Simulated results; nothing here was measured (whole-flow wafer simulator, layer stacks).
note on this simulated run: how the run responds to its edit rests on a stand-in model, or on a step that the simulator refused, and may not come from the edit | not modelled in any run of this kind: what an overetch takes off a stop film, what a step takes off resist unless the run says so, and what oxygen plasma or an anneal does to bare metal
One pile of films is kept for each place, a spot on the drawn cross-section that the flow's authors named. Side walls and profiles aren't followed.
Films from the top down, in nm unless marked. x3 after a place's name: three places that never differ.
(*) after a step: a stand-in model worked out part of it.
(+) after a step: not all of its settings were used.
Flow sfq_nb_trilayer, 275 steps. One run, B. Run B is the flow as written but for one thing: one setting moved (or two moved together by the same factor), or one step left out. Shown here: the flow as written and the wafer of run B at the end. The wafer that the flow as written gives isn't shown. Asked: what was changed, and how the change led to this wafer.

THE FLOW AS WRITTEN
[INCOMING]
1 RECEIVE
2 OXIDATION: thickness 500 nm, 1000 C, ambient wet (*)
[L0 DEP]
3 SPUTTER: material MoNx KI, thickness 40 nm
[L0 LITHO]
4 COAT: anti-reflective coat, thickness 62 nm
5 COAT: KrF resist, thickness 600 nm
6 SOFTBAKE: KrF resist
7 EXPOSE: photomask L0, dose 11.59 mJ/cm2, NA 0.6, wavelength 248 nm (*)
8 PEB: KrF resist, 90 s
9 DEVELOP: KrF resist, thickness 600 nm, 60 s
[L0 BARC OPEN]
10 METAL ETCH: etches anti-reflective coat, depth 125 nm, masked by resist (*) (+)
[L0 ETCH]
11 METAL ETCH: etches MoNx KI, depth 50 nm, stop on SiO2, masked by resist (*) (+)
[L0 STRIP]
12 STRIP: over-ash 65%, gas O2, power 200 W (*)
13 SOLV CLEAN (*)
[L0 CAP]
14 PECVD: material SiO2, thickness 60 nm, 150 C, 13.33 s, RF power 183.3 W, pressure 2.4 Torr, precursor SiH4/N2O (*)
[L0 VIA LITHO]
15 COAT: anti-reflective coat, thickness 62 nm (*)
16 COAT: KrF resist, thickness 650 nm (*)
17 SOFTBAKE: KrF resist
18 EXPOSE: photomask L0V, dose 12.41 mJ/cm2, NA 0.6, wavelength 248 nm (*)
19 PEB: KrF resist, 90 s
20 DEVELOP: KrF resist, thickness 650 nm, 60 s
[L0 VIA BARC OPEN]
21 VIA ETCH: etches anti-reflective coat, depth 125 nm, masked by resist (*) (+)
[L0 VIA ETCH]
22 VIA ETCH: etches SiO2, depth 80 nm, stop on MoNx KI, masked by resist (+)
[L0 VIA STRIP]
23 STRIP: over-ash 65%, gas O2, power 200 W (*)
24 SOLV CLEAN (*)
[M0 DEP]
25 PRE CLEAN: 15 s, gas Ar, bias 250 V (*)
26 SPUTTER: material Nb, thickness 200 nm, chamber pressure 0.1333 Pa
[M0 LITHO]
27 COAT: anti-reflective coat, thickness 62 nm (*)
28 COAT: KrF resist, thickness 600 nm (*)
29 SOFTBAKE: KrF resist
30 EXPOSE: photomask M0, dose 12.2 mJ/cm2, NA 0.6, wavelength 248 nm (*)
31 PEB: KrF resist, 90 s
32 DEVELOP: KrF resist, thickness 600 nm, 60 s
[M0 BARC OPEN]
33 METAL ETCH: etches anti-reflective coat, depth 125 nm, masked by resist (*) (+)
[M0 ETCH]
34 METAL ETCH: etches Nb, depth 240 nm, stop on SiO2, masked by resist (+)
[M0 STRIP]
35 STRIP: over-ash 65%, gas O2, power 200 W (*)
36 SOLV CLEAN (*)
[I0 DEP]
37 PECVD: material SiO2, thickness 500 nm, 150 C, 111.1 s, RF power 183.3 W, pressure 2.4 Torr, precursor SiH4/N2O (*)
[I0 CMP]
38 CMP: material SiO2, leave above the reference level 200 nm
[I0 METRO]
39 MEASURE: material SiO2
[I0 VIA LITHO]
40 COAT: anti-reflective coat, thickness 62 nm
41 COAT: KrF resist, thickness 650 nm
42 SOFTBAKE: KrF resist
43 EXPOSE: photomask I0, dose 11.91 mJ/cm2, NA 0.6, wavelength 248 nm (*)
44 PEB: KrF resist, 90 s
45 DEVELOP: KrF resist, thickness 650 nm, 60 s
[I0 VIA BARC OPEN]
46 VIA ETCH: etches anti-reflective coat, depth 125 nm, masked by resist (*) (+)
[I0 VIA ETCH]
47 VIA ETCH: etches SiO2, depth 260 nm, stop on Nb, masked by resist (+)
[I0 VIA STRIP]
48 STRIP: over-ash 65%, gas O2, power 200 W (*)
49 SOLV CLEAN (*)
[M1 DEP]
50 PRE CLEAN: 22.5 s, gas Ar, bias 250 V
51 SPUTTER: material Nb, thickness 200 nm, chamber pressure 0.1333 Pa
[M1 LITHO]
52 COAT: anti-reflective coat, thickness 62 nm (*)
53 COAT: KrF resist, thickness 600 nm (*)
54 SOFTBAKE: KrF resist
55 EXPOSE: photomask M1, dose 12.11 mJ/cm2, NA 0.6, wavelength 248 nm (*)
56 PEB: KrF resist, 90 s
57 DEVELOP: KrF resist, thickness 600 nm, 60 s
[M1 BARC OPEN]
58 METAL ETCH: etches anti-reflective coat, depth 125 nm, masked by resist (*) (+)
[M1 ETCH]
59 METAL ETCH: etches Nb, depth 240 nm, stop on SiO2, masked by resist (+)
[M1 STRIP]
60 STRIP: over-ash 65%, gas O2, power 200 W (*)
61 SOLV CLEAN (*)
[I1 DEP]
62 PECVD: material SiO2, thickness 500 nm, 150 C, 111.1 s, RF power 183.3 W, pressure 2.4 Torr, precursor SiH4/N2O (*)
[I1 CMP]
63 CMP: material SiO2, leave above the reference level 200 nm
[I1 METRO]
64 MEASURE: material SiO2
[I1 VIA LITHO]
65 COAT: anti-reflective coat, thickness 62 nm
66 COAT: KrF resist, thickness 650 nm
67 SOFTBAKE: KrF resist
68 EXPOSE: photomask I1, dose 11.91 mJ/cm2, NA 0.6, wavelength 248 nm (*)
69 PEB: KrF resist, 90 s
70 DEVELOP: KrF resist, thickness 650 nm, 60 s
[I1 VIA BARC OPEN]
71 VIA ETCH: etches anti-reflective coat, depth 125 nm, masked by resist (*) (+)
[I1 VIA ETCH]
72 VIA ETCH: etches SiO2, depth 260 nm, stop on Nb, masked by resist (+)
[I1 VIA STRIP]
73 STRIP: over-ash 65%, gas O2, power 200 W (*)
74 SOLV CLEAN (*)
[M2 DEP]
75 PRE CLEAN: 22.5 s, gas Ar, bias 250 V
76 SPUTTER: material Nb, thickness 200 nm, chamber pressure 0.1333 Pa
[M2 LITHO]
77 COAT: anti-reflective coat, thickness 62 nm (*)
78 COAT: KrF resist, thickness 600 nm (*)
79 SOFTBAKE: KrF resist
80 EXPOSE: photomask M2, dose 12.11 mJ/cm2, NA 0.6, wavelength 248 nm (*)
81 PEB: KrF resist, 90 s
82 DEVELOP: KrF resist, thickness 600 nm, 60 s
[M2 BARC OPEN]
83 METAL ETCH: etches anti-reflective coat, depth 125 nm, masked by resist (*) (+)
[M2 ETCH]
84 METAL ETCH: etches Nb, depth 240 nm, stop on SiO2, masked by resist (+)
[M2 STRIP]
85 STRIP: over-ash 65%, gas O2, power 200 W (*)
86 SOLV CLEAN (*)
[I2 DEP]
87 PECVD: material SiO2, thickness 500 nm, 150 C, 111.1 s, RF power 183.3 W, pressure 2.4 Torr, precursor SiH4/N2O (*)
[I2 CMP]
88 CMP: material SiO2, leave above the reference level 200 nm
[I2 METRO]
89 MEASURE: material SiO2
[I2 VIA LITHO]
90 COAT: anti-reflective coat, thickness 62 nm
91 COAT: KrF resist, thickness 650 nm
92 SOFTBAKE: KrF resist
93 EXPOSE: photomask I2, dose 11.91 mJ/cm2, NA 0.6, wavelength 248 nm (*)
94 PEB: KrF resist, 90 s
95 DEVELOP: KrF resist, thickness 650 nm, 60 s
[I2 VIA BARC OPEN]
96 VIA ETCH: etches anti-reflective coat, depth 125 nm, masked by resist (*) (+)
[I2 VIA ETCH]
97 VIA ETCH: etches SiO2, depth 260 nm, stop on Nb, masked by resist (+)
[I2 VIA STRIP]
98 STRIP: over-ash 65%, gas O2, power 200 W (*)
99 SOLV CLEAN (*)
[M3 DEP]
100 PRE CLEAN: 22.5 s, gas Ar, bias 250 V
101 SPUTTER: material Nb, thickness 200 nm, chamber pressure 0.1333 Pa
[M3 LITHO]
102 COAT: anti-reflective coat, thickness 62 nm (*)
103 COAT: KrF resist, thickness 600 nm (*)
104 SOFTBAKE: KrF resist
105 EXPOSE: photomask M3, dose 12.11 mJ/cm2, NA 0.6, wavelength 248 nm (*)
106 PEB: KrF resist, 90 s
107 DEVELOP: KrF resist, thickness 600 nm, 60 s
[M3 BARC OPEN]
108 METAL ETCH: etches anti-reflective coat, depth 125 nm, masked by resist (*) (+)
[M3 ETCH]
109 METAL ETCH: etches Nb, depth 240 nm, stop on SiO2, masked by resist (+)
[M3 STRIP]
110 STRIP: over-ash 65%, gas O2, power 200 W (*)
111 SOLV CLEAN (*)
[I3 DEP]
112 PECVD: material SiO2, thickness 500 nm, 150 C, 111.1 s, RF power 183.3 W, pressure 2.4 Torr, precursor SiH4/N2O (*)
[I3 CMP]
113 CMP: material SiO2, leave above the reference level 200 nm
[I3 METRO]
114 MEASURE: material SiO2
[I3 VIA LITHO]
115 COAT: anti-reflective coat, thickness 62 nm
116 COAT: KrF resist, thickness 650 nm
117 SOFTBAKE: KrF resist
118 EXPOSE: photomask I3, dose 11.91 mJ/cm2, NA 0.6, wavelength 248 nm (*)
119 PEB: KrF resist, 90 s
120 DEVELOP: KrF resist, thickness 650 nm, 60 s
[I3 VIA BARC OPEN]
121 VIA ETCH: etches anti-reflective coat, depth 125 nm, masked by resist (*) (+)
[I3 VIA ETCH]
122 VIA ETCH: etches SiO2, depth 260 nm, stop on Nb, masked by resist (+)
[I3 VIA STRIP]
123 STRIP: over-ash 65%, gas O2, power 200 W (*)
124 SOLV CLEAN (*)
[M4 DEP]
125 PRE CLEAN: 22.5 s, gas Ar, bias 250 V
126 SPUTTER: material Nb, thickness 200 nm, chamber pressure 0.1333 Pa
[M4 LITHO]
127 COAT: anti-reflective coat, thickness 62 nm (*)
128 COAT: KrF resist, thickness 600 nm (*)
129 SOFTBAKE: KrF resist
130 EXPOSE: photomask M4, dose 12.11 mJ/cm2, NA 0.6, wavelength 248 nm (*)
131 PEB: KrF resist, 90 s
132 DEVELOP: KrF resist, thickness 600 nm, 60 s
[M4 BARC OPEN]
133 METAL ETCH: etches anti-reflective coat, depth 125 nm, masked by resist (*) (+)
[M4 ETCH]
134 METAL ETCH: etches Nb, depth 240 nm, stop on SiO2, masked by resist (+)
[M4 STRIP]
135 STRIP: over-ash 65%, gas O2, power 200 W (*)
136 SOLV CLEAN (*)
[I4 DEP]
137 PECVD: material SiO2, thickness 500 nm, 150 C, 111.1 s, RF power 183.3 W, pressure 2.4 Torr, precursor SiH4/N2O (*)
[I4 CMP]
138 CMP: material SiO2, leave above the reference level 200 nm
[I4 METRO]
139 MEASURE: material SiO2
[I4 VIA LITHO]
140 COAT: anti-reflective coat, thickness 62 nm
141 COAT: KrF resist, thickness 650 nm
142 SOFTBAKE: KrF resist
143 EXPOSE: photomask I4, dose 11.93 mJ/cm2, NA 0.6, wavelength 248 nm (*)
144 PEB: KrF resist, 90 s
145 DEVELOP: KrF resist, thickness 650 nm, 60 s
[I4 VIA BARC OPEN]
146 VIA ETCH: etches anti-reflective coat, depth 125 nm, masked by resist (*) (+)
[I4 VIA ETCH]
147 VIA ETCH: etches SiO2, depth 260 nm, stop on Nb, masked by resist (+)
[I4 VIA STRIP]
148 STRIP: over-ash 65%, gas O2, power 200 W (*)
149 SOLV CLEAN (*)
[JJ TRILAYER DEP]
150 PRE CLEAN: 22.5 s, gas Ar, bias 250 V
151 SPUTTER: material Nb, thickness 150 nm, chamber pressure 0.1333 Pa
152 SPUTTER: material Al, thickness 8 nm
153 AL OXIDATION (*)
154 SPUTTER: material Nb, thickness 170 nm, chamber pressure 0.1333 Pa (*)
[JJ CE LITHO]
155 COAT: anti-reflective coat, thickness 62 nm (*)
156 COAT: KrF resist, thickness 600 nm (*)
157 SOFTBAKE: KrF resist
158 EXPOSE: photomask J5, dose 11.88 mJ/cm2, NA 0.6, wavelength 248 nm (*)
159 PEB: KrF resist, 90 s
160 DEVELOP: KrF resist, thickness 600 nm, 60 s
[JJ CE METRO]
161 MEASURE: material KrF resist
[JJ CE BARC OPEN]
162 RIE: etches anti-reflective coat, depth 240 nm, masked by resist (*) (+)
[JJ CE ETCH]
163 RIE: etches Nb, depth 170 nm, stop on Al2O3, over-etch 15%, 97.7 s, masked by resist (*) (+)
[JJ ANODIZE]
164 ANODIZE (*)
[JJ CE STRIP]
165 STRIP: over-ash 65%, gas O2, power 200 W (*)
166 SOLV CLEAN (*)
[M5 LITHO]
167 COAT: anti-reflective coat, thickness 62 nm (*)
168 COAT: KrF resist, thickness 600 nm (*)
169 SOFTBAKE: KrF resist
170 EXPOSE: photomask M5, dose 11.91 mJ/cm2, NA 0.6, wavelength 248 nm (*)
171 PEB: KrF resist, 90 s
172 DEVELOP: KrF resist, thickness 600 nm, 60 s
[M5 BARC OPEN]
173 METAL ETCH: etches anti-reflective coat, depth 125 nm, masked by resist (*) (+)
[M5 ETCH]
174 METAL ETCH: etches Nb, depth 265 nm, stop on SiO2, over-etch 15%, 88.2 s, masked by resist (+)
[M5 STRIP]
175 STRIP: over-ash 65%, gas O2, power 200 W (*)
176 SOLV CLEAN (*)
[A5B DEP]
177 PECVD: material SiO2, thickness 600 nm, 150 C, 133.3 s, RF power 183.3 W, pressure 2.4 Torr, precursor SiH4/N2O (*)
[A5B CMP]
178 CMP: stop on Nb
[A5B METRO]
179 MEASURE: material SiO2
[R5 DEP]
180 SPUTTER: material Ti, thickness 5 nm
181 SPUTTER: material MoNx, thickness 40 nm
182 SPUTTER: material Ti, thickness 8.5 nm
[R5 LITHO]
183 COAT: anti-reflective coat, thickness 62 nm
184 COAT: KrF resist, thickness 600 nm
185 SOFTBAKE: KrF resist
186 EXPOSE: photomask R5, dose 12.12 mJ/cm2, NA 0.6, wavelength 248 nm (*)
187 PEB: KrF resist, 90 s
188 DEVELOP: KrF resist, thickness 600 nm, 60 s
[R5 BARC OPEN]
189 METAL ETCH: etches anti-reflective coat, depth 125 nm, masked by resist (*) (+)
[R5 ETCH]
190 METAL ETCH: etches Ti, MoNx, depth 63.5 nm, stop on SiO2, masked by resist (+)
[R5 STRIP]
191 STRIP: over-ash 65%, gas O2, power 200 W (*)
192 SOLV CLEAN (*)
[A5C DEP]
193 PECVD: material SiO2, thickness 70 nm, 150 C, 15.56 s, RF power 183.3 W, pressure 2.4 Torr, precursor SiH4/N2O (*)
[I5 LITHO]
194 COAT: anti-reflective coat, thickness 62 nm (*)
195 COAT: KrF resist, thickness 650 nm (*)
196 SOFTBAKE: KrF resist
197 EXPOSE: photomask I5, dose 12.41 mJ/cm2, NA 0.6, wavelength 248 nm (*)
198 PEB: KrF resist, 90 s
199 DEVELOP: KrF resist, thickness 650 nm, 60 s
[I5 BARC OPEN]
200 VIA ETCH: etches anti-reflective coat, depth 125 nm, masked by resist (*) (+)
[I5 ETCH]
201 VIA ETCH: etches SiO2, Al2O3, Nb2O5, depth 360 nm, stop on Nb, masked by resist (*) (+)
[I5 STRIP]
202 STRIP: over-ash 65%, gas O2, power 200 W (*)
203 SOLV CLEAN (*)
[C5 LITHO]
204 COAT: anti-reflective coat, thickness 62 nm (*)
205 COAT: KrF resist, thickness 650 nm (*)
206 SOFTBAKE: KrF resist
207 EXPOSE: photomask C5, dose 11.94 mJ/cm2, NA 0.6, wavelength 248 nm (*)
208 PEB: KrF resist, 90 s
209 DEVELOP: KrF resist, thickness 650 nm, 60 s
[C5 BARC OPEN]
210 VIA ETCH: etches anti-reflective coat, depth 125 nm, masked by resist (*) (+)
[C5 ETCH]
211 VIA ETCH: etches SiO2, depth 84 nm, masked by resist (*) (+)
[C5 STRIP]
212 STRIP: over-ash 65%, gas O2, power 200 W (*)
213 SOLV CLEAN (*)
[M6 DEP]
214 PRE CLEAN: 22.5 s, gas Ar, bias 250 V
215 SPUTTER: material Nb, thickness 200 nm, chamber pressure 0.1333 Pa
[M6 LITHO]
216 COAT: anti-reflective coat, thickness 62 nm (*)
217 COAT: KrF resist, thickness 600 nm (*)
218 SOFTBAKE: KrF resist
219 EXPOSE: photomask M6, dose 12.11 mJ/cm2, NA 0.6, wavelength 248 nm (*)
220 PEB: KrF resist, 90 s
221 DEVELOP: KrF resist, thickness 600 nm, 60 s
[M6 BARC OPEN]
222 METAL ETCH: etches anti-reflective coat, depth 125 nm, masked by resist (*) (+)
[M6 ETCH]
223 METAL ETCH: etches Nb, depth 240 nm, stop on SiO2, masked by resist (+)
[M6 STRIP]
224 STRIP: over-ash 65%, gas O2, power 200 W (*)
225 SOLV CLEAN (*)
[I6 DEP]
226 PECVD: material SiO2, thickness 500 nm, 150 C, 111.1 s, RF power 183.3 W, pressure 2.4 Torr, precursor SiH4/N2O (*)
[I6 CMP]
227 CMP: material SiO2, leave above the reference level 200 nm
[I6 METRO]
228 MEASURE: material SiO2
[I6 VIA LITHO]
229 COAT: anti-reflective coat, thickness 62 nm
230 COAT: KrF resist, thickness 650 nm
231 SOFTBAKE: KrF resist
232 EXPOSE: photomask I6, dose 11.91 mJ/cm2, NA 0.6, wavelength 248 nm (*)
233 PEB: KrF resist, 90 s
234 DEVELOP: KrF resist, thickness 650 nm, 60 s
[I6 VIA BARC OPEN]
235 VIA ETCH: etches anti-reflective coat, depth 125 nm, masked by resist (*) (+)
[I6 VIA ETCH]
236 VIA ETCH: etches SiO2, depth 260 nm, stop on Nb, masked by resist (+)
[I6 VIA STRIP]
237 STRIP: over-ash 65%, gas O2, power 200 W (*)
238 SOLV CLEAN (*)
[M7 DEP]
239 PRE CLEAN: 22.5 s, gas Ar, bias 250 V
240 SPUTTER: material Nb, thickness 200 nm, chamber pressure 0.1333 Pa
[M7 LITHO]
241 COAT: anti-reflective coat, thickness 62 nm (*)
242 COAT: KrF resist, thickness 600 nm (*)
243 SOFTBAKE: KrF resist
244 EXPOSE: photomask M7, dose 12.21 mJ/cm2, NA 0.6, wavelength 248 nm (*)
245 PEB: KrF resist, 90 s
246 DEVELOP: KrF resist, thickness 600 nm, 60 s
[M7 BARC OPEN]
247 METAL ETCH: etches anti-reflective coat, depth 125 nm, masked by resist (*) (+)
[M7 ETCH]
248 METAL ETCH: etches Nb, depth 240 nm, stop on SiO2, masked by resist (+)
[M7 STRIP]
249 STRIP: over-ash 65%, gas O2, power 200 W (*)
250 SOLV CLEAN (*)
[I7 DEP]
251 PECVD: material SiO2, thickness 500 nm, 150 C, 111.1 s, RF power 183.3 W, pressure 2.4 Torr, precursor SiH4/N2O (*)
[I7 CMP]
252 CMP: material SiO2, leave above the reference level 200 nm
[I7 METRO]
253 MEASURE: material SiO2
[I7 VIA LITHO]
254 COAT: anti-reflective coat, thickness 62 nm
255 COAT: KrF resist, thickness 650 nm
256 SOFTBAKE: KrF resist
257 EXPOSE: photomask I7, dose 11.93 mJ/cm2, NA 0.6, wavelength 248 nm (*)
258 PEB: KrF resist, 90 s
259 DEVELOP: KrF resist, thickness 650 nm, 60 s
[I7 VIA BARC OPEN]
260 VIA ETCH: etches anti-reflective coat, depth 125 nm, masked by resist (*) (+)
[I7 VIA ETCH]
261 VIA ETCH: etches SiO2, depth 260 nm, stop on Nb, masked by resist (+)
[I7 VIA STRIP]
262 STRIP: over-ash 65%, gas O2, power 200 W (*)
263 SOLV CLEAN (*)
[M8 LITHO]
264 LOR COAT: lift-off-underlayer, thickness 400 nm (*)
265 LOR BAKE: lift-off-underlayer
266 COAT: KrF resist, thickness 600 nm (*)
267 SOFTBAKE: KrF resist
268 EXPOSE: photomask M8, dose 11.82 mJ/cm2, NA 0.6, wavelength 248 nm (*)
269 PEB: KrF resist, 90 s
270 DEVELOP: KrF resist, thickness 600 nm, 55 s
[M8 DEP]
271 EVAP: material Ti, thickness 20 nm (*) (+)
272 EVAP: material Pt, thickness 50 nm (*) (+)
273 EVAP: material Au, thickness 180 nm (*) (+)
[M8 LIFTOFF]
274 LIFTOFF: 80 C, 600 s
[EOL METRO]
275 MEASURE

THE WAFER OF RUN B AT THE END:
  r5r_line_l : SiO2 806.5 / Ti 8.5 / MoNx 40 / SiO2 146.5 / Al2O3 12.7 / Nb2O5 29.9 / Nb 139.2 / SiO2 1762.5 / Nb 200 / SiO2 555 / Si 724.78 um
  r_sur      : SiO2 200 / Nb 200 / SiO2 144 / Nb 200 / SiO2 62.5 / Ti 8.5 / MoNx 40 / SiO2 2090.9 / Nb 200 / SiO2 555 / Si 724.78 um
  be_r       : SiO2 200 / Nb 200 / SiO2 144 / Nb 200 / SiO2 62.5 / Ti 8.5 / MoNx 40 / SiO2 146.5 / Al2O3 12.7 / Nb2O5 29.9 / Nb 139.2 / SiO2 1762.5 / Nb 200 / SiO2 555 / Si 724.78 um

The cause: step 180, SPUTTER: material Ti, thickness 5 nm, was left out.

How the change led to this, step by step:
  190 METAL ETCH: etches Ti, MoNx, depth 63.5 nm, stop on SiO2, masked by resist (+)
      field_l, v_sur, via_wl and 92 more: Ti -8.5 (all of it), MoNx -40 (all of it) (as written it would be: Ti -8.5 (all of it), MoNx -40 (all of it), Ti -5 (all of it))
      ce_l, c5j, ce_r, wl_jj: Ti -8.5 (all of it), MoNx -40 (all of it), Nb -15 (as written it would be: Ti -8.5 (all of it), MoNx -40 (all of it), Ti -5 (all of it), Nb -10)
  194 COAT: anti-reflective coat, thickness 62 nm (*)
      r5r_spacepad_l, r5r_spacepad_r: anti-reflective coat +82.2 (new film) (as written it would be: anti-reflective coat +84.4 (new film))
      ce_l: anti-reflective coat +69.4 (new film) (as written it would be: anti-reflective coat +67.2 (new film))
      (and at 5 more places)
  202 STRIP: over-ash 65%, gas O2, power 200 W (*)
      r5r_spacepad_l, r5r_spacepad_r: KrF resist -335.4 (all of it), anti-reflective coat -82.2 (all of it) (as written it would be: KrF resist -335.6 (all of it), anti-reflective coat -84.4 (all of it))
      ce_l: KrF resist -342.8 (all of it), anti-reflective coat -69.4 (all of it) (as written it would be: KrF resist -341.5 (all of it), anti-reflective coat -67.2 (all of it))
      (and at 5 more places)
  204 COAT: anti-reflective coat, thickness 62 nm (*)
      r5r_spacepad_l, r5r_spacepad_r: anti-reflective coat +82.2 (new film) (as written it would be: anti-reflective coat +84.4 (new film))
      ce_l: anti-reflective coat +68.2 (new film) (as written it would be: anti-reflective coat +66 (new film))
      (and at 4 more places)
  210 VIA ETCH: etches anti-reflective coat, depth 125 nm, masked by resist (*) (+)
      c5j: anti-reflective coat -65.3 (all of it), SiO2 -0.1 (as written it would be: anti-reflective coat -63.9 (all of it), SiO2 -0.11)
  212 STRIP: over-ash 65%, gas O2, power 200 W (*)
      r5r_spacepad_l, r5r_spacepad_r: KrF resist -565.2 (all of it), anti-reflective coat -82.2 (all of it) (as written it would be: KrF resist -565.8 (all of it), anti-reflective coat -84.4 (all of it))
      ce_l: KrF resist -568.4 (all of it), anti-reflective coat -68.2 (all of it) (as written it would be: KrF resist -567.4 (all of it), anti-reflective coat -66 (all of it))
      (and at 3 more places)
  216 COAT: anti-reflective coat, thickness 62 nm (*)
      r5r_spacepad_l, r5r_spacepad_r: anti-reflective coat +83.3 (new film) (as written it would be: anti-reflective coat +85.7 (new film))
      ce_l: anti-reflective coat +49.6 (new film) (as written it would be: anti-reflective coat +48 (new film))
      (and at 3 more places)
  222 METAL ETCH: etches anti-reflective coat, depth 125 nm, masked by resist (*) (+)
      r5r_spacepad_l, r5r_spacepad_r: anti-reflective coat -83.3 (all of it) (as written it would be: anti-reflective coat -85.7 (all of it))
  224 STRIP: over-ash 65%, gas O2, power 200 W (*)
      ce_l: KrF resist -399 (all of it), anti-reflective coat -49.6 (all of it) (as written it would be: KrF resist -397.1 (all of it), anti-reflective coat -48 (all of it))
      ce_r: KrF resist -404.9 (all of it), anti-reflective coat -50.3 (all of it) (as written it would be: KrF resist -403.5 (all of it), anti-reflective coat -48.8 (all of it))
      (and at 2 more places)
  227 CMP: material SiO2, leave above the reference level 200 nm
      r5r_line_l, r5r_line_c, r5r_line_r: SiO2 -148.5 (as written it would be: SiO2 -153.5)
      r5r_spacepad_l, r5r_spacepad_r: SiO2 -146 (as written it would be: SiO2 -153.5)
      (and at 1 more place)
